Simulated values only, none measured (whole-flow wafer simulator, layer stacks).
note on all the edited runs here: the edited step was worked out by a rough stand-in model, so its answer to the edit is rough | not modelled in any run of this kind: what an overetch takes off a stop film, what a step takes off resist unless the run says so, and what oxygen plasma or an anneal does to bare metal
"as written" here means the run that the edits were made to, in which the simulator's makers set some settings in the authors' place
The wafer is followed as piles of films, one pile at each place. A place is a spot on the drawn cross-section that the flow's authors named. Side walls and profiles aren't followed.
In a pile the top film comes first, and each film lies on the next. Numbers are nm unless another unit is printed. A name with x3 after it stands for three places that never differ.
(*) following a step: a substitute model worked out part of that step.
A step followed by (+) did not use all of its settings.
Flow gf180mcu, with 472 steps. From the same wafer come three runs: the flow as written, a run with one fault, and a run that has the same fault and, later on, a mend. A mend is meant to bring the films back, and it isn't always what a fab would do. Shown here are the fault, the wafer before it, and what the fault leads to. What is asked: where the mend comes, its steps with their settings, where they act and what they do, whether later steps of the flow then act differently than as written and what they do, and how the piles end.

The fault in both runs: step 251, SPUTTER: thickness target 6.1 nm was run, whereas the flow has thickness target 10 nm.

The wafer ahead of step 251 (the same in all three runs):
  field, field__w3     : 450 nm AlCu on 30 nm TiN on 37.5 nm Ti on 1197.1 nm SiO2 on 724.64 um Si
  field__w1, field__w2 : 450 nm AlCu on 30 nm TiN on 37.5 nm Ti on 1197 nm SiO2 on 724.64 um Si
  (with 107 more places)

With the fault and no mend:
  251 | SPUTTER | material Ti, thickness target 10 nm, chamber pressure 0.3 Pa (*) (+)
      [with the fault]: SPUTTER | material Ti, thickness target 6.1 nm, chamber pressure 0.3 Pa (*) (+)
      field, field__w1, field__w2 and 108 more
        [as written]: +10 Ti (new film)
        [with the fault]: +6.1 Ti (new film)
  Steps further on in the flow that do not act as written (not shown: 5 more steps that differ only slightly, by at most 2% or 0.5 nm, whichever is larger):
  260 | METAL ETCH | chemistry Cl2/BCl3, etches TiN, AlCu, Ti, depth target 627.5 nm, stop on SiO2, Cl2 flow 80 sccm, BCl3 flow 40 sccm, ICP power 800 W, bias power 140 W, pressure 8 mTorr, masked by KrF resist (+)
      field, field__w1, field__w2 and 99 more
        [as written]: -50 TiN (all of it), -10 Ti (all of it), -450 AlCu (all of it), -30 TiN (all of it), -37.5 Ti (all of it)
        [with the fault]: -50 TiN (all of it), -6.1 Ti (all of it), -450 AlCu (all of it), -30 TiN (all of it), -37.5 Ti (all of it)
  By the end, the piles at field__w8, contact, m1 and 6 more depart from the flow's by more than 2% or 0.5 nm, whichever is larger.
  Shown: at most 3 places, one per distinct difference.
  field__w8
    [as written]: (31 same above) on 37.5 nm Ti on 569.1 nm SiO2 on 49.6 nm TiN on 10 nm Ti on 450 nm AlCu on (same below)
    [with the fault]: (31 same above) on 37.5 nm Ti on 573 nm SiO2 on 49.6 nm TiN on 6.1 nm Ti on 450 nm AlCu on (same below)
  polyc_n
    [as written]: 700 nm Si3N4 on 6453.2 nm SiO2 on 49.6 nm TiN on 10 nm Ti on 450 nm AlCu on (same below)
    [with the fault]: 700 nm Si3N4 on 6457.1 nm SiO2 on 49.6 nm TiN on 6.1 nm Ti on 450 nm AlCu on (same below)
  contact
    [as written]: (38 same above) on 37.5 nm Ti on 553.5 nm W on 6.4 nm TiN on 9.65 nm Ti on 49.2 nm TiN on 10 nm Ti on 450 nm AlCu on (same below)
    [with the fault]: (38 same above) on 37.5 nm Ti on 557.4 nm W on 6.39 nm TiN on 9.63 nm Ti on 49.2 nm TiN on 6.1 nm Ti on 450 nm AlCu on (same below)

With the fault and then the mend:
  The mend follows step 251.
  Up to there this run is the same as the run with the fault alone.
  251a | SPUTTER | material Ti, thickness target 3.9 nm, chamber pressure 0.3 Pa (*) (+) (the flow's step 251 again, with other settings)
      field, field__w1, field__w2 and 108 more
        +3.9 Ti
  Later steps of the flow that are run all act as written at every place that is followed.
  By the end, the piles equal the flow's at every place that both follow.
